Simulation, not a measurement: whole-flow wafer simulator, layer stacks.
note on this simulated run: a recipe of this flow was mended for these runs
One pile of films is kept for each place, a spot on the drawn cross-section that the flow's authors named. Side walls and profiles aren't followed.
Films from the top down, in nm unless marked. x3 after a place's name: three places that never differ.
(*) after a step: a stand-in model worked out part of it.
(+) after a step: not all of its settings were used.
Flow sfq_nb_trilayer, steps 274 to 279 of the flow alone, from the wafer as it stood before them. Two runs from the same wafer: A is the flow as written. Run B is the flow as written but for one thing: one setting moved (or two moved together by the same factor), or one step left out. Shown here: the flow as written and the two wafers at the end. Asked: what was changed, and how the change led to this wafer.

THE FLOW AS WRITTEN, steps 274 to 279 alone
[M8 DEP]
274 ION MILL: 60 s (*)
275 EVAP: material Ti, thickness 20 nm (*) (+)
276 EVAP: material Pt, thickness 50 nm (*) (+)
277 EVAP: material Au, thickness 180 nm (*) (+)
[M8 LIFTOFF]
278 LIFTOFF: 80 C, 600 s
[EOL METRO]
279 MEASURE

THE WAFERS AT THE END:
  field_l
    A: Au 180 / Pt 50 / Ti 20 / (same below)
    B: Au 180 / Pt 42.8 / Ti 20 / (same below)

The cause: step 276, EVAP: thickness 42.8 nm was run, where the flow has thickness 50 nm.
It can be read off the wafer: field_l has Pt 42.8, and step 276 as written asks for 50 nm.

How the change led to this, step by step:
  276 EVAP: material Pt, thickness 50 nm (*) (+)
      field_l, v_sur x3, via_wl x2 and 100 more: A Pt +50 (new film) | B Pt +42.8 (new film)
  278 LIFTOFF: 80 C, 600 s
      p4_fl x5, p4_w1 x9, p3_s0 x11 and 49 more: A Au -180 (all of it), Pt -50 (all of it), Ti -20 (all of it), KrF-resist-other-grade -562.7 (all of it), lift-off-underlayer -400 (all of it) | B Au -180 (all of it), Pt -42.8 (all of it), Ti -20 (all of it), KrF-resist-other-grade -562.7 (all of it), lift-off-underlayer -400 (all of it)
      r_sur, res, r_end: A Au -180 (all of it), Pt -50 (all of it), Ti -20 (all of it), KrF-resist-other-grade -559.9 (all of it), lift-off-underlayer -399.5 (all of it) | B Au -180 (all of it), Pt -42.8 (all of it), Ti -20 (all of it), KrF-resist-other-grade -559.9 (all of it), lift-off-underlayer -399.5 (all of it)
      (and at 18 more places)
